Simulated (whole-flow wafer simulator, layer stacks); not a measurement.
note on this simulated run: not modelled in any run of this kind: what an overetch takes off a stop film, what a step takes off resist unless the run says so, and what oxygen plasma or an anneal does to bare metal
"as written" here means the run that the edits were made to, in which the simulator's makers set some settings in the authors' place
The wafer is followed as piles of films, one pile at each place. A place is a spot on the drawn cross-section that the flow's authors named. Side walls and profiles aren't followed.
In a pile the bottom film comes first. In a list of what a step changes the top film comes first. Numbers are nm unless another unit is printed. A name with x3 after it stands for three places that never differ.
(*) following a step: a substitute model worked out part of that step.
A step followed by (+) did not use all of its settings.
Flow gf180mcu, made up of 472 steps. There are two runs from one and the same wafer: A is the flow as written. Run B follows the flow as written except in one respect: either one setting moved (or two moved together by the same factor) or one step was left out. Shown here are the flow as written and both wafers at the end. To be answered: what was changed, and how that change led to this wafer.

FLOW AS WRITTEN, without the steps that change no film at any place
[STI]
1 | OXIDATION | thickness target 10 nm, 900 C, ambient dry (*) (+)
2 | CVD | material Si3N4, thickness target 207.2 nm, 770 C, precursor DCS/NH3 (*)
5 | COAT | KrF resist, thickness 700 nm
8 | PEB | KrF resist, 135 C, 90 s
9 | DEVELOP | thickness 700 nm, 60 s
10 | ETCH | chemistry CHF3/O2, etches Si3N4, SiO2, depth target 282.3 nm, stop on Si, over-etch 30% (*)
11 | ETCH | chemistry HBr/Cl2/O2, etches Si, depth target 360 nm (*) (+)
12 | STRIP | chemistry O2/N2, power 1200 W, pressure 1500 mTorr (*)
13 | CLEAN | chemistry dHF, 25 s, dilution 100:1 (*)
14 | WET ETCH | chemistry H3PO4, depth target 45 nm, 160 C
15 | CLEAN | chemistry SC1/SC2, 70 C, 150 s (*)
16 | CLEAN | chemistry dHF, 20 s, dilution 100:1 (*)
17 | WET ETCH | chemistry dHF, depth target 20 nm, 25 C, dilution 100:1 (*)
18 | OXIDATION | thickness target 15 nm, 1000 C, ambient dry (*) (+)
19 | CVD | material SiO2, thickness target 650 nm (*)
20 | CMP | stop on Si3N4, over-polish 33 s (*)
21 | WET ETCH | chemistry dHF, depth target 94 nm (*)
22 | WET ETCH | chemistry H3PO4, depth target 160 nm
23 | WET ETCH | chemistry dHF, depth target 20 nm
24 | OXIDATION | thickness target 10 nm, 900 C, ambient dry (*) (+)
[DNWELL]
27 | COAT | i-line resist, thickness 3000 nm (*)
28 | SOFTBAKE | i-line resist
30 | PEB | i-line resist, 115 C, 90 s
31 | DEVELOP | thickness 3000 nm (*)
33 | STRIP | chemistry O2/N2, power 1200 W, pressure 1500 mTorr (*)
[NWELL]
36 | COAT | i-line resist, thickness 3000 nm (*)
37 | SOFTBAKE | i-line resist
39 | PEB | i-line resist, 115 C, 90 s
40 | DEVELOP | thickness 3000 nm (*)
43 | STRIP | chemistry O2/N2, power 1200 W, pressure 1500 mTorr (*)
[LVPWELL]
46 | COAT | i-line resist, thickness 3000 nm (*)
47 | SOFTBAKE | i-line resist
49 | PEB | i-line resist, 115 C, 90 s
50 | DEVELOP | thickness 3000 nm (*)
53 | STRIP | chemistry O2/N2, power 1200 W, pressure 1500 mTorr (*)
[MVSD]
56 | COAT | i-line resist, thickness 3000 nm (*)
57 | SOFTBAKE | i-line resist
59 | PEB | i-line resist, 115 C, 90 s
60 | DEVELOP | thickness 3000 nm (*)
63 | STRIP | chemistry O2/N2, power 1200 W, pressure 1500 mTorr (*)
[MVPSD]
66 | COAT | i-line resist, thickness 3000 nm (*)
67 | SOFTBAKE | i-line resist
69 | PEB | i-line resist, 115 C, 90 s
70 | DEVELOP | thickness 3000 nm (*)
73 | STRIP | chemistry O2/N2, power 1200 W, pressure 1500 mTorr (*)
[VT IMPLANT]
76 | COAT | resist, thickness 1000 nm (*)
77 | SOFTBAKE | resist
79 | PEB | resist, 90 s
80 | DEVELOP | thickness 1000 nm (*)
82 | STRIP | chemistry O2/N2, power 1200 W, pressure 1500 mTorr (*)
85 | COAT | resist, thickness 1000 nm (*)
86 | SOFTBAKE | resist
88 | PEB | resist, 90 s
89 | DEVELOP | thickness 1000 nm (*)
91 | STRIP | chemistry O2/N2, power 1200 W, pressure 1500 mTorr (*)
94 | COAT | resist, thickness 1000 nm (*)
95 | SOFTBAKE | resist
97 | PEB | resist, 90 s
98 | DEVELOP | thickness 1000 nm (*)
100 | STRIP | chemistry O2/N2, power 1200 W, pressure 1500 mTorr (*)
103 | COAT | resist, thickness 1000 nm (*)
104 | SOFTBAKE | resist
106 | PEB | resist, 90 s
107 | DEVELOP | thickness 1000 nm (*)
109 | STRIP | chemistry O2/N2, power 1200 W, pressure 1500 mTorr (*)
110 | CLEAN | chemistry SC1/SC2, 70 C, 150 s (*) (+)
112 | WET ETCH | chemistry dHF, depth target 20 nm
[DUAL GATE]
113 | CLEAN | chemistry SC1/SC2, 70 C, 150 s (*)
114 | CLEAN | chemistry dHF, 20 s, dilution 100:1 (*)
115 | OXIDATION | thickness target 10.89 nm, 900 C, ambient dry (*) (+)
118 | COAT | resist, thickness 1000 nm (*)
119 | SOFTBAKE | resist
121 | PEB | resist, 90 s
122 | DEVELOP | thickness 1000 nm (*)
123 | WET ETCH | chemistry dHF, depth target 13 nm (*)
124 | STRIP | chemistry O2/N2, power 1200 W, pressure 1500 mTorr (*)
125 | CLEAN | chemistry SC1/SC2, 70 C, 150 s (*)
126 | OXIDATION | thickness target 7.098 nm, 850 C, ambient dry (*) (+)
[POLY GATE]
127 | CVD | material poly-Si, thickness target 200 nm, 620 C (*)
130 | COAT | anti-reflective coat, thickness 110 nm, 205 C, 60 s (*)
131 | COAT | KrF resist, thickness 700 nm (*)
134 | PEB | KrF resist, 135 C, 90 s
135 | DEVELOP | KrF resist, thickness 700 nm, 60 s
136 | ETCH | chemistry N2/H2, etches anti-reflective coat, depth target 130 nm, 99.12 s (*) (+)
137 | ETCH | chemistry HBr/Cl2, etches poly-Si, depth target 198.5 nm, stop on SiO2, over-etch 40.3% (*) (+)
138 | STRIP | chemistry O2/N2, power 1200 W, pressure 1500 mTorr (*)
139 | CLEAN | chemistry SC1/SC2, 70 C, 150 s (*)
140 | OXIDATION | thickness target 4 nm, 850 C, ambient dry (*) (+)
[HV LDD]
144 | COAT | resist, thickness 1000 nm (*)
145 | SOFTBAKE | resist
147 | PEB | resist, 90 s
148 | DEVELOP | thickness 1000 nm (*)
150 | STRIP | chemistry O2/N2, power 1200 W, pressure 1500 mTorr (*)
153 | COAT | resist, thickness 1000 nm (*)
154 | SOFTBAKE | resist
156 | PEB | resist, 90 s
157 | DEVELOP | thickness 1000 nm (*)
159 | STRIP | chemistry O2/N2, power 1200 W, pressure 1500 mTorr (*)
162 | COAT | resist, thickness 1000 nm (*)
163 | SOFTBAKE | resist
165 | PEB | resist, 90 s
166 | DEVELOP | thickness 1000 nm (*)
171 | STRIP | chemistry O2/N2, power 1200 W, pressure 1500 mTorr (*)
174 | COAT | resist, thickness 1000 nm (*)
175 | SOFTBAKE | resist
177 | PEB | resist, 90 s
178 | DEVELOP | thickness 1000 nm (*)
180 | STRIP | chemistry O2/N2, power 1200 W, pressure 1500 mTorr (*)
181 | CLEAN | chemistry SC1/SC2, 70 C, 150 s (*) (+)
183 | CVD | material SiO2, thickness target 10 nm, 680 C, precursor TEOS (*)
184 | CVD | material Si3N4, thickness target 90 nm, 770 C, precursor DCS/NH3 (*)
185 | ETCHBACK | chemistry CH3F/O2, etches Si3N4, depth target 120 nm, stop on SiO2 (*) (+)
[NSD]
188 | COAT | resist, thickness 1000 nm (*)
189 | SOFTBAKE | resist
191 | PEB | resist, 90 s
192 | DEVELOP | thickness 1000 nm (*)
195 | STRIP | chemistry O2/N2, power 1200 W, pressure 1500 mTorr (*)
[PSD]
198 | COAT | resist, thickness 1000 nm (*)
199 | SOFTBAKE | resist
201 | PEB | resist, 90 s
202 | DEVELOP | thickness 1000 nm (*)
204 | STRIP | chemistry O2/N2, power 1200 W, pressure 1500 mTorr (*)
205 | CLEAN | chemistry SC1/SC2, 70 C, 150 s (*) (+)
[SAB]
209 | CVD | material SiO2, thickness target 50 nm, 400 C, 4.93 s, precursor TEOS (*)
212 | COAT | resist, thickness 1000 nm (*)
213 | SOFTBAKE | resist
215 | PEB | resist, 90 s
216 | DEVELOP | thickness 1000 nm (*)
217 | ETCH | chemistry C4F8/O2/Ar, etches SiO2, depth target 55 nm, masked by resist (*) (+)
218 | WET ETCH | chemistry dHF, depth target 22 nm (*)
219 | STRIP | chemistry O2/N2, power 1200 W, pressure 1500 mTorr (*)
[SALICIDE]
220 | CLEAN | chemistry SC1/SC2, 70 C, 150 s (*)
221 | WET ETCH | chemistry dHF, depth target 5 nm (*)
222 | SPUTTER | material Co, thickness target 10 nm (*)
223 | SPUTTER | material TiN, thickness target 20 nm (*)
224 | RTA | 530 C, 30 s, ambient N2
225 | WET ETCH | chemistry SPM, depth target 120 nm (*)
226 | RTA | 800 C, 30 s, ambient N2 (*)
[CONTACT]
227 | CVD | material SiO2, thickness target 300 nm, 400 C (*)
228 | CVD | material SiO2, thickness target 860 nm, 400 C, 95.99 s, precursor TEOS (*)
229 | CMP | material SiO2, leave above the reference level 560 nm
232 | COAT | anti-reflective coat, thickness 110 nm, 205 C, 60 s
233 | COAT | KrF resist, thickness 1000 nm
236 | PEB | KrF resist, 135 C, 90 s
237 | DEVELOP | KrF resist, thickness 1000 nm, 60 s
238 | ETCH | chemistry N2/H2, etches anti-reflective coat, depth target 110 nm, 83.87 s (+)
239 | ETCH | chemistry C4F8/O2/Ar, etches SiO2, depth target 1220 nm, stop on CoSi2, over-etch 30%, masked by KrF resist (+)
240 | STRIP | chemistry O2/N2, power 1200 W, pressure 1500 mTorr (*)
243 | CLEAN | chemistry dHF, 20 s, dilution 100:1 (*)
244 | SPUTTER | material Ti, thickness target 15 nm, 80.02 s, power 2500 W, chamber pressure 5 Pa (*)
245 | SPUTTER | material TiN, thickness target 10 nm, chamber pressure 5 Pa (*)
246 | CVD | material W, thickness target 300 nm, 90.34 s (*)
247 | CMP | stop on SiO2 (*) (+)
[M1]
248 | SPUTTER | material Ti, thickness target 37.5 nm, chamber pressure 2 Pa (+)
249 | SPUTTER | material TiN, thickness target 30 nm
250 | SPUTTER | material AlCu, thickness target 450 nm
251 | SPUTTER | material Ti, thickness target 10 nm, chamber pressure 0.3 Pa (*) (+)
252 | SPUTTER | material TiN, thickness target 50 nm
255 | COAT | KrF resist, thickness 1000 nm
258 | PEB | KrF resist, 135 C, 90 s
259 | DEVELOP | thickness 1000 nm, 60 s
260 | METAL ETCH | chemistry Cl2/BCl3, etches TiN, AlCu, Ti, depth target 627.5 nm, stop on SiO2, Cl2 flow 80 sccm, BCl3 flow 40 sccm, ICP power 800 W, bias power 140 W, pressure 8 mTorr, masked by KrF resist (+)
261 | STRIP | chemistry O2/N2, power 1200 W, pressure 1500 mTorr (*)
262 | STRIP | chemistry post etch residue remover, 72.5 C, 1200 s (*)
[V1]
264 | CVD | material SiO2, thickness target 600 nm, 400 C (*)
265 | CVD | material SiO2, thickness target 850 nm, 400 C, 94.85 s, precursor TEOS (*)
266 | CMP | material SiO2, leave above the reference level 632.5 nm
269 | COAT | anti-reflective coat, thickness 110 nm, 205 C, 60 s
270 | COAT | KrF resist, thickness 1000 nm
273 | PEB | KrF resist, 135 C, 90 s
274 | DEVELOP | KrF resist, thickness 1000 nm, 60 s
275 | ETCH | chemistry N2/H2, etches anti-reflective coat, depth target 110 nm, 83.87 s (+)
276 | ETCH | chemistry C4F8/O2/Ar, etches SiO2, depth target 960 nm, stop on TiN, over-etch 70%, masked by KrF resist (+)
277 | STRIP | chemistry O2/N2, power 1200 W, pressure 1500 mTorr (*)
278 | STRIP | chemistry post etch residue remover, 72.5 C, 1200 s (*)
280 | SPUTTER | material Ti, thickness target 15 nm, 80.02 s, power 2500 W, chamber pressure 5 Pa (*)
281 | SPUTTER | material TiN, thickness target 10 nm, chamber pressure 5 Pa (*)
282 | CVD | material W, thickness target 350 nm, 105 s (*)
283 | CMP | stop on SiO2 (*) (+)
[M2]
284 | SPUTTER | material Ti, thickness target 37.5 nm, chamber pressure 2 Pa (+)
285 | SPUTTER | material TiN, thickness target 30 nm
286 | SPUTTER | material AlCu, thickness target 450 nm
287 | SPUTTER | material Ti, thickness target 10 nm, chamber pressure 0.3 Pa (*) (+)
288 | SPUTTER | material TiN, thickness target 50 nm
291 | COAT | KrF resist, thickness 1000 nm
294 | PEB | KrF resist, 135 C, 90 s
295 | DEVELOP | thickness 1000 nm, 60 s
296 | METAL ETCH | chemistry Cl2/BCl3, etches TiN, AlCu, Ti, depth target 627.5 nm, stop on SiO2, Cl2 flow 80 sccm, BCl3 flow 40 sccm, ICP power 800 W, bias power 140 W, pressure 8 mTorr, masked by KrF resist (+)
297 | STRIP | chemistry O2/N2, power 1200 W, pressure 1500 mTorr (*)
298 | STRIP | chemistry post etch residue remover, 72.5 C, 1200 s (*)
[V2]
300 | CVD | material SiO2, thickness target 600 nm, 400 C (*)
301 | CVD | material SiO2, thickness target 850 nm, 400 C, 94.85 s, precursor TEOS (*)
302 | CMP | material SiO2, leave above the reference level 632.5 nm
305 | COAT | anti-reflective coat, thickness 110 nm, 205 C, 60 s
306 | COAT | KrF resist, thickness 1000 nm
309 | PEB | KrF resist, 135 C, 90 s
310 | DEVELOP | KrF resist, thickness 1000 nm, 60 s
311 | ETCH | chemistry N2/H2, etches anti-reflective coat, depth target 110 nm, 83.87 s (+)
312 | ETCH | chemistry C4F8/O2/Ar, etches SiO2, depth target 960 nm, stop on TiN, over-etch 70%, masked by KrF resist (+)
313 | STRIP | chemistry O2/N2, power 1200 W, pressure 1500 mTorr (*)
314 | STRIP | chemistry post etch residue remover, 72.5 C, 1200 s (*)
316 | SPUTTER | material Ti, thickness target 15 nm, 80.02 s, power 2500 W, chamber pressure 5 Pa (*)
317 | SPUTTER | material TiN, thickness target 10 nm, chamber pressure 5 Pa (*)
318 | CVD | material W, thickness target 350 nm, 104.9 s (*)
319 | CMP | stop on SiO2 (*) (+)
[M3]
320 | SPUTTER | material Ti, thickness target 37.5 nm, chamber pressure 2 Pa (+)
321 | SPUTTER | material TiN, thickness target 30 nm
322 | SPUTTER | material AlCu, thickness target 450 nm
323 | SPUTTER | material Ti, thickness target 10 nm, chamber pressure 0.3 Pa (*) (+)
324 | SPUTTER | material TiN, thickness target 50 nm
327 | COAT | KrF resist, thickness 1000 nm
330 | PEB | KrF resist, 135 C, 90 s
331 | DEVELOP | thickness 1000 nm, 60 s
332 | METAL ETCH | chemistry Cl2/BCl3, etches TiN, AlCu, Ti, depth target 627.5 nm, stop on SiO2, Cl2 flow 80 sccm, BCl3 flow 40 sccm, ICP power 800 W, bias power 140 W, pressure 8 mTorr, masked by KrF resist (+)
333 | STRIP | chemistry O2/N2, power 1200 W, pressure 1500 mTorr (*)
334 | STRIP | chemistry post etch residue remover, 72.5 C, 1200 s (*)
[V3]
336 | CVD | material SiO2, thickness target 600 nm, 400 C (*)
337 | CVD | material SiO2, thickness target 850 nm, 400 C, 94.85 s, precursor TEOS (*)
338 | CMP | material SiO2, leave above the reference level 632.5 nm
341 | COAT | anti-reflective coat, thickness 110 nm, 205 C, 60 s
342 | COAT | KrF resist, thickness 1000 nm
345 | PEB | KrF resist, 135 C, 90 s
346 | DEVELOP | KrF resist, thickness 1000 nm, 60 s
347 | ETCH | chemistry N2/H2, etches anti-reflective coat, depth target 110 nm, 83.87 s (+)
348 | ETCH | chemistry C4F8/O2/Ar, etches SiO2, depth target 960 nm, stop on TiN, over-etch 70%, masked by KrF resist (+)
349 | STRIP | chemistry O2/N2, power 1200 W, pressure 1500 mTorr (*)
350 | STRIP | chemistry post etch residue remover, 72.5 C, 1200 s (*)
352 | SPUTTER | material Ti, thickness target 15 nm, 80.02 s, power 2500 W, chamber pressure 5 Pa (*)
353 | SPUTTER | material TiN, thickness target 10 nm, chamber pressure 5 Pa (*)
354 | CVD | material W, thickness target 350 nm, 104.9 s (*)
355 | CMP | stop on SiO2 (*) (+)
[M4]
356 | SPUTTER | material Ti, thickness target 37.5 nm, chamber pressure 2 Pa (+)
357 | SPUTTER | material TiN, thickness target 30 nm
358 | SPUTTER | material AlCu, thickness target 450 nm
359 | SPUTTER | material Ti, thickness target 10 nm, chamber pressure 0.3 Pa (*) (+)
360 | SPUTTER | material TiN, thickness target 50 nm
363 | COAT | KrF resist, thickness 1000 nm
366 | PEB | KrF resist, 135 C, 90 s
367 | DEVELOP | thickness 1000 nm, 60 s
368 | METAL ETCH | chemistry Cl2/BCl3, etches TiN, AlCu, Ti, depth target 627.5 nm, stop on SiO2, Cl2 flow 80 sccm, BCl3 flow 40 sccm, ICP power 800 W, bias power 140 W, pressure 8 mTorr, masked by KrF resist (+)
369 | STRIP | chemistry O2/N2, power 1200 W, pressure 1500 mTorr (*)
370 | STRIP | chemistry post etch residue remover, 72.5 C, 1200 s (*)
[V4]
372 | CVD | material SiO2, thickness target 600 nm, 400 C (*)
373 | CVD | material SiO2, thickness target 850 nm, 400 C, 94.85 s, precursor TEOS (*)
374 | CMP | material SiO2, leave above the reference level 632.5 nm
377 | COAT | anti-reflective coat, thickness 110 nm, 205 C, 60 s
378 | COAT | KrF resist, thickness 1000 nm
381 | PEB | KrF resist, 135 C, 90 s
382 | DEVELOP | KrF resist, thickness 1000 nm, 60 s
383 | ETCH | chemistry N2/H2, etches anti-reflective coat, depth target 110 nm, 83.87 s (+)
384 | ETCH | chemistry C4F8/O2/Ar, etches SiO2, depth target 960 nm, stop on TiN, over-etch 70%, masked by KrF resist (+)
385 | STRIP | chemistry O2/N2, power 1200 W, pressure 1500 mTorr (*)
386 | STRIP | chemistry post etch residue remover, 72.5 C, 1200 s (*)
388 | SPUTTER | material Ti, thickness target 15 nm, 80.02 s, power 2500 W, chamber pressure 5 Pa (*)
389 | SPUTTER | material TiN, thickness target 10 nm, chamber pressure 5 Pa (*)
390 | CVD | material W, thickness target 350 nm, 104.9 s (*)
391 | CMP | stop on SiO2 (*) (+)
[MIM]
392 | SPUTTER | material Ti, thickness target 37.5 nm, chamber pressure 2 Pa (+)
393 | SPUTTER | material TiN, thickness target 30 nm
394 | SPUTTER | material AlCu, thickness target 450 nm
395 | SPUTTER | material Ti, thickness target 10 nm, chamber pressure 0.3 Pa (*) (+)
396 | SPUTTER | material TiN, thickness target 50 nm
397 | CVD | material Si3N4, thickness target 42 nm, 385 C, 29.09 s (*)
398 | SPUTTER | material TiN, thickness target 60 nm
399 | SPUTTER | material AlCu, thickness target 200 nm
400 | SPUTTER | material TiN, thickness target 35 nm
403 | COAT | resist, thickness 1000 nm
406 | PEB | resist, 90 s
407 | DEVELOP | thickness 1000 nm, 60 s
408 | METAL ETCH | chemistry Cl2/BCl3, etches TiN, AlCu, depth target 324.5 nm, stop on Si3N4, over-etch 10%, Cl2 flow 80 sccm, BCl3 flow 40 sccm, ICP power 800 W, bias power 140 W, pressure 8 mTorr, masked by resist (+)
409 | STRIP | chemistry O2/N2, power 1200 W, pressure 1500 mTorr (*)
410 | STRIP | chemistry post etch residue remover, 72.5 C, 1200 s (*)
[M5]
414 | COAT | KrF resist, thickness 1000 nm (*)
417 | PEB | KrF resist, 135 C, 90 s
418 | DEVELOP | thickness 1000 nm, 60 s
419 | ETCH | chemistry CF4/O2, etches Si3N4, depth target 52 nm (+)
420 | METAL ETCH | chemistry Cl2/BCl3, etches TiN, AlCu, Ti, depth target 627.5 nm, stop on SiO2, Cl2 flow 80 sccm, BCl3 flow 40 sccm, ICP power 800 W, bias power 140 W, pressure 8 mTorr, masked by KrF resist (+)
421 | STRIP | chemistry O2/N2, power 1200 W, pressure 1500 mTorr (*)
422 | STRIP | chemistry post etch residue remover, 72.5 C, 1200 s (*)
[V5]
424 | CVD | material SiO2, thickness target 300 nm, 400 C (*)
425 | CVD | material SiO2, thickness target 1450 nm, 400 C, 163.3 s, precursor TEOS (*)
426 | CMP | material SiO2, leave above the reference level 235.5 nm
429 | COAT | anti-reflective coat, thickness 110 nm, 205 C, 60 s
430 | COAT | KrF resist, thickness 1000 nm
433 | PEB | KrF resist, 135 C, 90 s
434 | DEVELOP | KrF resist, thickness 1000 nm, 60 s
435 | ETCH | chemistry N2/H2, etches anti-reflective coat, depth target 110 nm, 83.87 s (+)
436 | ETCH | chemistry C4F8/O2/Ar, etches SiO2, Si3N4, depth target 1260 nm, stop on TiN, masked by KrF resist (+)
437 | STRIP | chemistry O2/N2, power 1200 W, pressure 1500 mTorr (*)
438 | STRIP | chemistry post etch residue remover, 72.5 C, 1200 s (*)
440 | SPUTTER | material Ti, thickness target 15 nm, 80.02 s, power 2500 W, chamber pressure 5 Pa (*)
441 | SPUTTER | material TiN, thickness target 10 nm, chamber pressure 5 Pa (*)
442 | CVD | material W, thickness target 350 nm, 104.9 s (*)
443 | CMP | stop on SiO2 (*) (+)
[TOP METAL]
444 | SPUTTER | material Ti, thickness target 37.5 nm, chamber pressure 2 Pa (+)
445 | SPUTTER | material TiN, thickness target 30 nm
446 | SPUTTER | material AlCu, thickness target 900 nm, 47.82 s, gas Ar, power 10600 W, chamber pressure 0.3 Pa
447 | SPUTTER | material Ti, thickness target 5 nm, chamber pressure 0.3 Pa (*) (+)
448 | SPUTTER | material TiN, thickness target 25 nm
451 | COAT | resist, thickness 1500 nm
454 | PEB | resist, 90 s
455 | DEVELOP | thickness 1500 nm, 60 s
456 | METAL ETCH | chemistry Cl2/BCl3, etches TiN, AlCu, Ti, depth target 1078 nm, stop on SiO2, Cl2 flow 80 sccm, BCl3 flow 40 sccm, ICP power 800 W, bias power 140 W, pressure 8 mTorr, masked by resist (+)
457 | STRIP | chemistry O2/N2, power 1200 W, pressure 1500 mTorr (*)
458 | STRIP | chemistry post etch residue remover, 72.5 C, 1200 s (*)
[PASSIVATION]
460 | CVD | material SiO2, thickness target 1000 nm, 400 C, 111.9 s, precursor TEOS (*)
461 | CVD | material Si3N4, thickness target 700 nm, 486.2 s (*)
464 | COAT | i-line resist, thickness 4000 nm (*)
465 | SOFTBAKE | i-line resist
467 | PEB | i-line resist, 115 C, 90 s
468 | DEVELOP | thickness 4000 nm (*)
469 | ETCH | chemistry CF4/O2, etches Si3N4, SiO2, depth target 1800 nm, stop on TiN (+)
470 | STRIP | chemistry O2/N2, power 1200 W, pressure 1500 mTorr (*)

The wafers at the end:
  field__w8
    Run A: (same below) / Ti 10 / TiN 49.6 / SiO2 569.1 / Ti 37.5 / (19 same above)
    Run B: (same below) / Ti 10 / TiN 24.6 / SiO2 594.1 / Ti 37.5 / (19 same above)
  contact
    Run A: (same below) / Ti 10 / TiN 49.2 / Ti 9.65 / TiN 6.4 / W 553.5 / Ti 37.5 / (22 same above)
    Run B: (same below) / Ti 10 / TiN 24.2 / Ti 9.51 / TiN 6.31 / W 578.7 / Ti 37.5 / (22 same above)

Cause: step 324, SPUTTER: thickness target 25 nm was run, though the flow has thickness target 50 nm.

The path from the change to this, step by step:
  324 | SPUTTER | material TiN, thickness target 50 nm
      field, field__w1, field__w2 and 108 more: A TiN gains 50 (new film) | B TiN gains 25 (new film)
  332 | METAL ETCH | chemistry Cl2/BCl3, etches TiN, AlCu, Ti, depth target 627.5 nm, stop on SiO2, Cl2 flow 80 sccm, BCl3 flow 40 sccm, ICP power 800 W, bias power 140 W, pressure 8 mTorr, masked by KrF resist (+)
      field, field__w1, field__w2 and 103 more: A TiN loses 50 (all of it), Ti loses 10 (all of it), AlCu loses 450 (all of it), TiN loses 30 (all of it), Ti loses 37.5 (all of it) | B TiN loses 25 (all of it), Ti loses 10 (all of it), AlCu loses 450 (all of it), TiN loses 30 (all of it), Ti loses 37.5 (all of it)
  338 | CMP | material SiO2, leave above the reference level 632.5 nm
      field__w8, contact, m1, m1__w1, m1_nw: A SiO2 loses 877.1 | B SiO2 loses 852.1
  348 | ETCH | chemistry C4F8/O2/Ar, etches SiO2, depth target 960 nm, stop on TiN, over-etch 70%, masked by KrF resist (+)
      contact: A SiO2 loses 572.1 (all of it) | B SiO2 loses 597.1 (all of it)
  354 | CVD | material W, thickness target 350 nm, 104.9 s (*)
      contact: A W gains 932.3 (new film) | B W gains 957.5 (new film)
